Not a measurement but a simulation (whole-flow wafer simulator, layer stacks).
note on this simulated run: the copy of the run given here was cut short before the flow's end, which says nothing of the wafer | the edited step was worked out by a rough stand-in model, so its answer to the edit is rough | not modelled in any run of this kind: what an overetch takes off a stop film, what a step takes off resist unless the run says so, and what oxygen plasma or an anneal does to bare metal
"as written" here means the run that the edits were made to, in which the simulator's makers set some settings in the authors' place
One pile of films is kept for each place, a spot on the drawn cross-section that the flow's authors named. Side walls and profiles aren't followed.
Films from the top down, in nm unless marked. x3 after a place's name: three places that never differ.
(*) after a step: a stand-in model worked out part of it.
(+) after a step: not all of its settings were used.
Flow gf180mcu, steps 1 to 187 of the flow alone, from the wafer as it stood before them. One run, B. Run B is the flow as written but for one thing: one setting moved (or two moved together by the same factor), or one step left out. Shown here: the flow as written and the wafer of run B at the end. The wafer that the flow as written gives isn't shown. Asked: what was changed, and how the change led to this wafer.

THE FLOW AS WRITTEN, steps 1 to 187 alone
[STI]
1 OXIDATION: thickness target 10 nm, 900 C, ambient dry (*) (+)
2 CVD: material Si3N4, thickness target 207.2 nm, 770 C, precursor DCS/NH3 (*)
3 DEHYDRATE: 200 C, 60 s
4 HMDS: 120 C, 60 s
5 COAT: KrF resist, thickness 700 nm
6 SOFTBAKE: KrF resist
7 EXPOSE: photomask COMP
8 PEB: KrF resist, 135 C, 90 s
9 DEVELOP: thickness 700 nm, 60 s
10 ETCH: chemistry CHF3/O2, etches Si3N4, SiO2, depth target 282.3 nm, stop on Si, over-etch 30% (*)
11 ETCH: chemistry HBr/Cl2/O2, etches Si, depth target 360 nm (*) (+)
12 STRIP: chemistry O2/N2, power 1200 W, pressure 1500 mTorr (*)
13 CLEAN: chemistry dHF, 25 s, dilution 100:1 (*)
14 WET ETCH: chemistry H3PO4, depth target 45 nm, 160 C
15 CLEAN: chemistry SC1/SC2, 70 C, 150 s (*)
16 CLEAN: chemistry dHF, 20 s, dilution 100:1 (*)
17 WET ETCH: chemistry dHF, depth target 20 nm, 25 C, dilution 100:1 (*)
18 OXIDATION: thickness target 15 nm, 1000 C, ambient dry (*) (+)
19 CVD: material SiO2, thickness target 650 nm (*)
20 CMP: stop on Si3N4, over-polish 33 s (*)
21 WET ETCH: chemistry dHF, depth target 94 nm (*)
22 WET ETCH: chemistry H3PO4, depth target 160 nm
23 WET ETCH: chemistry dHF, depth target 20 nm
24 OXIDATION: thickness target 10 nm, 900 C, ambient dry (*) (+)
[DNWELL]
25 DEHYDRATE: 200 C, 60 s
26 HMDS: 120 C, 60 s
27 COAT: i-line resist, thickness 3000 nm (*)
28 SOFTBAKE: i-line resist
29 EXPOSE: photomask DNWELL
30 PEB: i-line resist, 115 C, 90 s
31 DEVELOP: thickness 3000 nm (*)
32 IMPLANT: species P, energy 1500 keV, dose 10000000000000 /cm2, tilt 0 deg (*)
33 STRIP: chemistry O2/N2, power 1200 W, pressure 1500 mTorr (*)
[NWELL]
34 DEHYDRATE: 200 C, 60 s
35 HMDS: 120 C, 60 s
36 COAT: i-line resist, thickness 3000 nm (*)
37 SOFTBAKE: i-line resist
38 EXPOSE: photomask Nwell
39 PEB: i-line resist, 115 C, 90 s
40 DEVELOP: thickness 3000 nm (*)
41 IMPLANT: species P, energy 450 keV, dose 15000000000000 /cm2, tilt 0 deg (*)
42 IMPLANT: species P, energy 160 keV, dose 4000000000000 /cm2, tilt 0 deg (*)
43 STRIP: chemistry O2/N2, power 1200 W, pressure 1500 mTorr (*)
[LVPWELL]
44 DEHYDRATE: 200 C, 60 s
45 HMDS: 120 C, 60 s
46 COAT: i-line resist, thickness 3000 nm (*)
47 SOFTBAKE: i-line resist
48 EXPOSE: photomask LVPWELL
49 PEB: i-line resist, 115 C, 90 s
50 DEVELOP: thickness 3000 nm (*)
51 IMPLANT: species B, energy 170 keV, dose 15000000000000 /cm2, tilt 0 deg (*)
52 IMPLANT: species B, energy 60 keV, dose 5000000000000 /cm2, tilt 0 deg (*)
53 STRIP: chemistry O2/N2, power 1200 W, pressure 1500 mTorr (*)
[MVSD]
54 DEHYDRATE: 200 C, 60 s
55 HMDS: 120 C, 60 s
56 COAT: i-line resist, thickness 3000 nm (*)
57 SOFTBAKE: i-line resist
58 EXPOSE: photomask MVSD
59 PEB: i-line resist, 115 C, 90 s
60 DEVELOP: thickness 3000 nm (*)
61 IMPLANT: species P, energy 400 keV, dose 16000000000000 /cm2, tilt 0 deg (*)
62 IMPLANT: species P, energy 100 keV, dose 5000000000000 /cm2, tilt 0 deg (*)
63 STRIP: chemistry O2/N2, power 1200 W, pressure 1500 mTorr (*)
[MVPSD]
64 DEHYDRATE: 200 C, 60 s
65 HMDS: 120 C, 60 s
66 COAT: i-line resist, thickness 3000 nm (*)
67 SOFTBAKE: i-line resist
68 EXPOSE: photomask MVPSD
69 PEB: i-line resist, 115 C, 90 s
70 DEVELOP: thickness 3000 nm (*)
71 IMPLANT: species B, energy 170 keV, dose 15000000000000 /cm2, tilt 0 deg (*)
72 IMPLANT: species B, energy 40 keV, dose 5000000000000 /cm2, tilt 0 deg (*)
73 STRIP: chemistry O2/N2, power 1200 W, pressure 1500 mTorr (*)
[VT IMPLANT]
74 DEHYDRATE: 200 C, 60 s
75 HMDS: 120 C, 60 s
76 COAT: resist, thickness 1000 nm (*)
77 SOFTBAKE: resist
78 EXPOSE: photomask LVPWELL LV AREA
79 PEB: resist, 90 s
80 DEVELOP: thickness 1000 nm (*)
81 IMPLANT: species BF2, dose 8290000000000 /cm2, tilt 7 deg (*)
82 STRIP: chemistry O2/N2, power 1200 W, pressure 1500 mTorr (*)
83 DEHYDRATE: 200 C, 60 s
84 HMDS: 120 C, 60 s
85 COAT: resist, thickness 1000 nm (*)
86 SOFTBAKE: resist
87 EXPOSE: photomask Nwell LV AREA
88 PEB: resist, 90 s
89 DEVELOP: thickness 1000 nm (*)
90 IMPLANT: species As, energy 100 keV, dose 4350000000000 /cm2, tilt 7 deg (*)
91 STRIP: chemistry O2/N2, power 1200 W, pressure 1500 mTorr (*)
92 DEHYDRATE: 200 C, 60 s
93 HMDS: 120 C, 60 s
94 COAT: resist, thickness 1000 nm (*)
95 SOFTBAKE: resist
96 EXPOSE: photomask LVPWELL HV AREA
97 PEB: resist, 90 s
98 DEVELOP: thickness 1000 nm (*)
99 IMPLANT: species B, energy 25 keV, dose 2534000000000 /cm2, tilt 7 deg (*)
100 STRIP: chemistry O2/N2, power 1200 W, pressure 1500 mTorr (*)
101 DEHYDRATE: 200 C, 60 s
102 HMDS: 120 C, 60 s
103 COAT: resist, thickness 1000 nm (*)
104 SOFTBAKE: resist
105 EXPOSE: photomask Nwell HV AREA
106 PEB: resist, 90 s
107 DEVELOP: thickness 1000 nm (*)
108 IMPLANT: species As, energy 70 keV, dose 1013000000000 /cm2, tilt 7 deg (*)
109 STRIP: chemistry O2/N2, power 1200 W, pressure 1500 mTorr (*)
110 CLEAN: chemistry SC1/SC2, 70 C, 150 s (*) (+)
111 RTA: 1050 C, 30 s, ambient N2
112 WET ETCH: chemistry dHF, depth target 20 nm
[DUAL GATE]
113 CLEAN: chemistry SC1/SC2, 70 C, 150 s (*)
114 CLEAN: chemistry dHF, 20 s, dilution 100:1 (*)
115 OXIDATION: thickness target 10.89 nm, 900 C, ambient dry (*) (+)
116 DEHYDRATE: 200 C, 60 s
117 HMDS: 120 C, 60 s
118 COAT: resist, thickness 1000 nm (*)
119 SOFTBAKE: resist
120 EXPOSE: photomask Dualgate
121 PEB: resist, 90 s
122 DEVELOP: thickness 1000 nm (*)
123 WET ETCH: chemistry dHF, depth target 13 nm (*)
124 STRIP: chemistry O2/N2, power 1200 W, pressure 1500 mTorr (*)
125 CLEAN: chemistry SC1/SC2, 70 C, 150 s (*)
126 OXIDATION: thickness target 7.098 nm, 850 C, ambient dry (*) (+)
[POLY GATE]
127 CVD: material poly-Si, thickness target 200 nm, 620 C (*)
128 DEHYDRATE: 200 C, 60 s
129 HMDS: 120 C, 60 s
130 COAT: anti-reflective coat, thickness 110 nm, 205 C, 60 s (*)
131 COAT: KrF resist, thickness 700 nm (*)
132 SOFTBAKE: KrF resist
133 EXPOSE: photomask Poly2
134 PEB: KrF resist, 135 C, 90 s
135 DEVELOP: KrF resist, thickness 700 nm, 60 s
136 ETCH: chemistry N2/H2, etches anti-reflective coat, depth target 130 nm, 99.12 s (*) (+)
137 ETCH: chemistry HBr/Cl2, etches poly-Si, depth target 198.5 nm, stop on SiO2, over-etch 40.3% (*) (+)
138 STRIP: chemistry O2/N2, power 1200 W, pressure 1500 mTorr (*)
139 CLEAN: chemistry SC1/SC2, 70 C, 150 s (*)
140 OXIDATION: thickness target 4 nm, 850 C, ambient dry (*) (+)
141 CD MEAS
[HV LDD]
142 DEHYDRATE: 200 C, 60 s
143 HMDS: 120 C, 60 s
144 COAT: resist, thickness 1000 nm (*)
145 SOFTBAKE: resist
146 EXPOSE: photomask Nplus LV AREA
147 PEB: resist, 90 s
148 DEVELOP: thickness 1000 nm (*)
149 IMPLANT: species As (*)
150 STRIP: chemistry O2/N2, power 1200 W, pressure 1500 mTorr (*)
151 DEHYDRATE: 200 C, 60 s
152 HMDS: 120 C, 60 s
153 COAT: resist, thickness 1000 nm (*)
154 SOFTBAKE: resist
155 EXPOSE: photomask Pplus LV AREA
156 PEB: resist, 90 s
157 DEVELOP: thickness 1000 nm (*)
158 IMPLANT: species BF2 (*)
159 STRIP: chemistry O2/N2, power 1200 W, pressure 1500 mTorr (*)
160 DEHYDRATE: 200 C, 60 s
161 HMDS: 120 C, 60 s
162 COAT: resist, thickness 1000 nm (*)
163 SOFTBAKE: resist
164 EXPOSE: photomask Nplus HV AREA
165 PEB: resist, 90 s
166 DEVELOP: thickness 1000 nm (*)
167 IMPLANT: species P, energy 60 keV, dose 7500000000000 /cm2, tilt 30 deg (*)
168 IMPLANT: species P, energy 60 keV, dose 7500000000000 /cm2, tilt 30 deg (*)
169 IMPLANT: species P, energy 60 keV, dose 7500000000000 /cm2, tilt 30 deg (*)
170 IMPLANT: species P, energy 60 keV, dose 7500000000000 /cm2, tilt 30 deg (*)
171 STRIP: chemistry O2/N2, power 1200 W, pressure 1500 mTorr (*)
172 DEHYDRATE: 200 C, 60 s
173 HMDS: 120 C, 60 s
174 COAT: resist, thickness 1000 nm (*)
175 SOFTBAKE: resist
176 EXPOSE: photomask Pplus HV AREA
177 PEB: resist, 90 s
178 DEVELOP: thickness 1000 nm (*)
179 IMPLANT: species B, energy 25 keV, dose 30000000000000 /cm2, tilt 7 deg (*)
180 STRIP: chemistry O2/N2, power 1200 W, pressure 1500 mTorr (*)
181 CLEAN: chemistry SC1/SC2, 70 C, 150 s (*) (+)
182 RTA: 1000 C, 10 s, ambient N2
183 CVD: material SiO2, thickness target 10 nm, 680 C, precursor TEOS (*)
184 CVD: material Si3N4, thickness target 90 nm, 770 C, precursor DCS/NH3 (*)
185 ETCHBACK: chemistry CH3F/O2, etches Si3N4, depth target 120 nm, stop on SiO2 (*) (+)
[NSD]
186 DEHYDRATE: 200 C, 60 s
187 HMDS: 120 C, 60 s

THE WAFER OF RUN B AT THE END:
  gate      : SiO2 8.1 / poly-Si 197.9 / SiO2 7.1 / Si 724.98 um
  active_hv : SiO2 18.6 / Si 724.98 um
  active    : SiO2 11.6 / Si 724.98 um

The cause: step 183, CVD: thickness target 6.94 nm was run, where the flow has thickness target 10 nm.

How the change led to this, step by step:
  183 CVD: material SiO2, thickness target 10 nm, 680 C, precursor TEOS (*)
      field, field__w1, field__w2 and 99 more: SiO2 +6.94 (as written it would be: SiO2 +10)
      ld_drift_p: SiO2 +6.85 (as written it would be: SiO2 +9.87)
      (and at 1 more place)
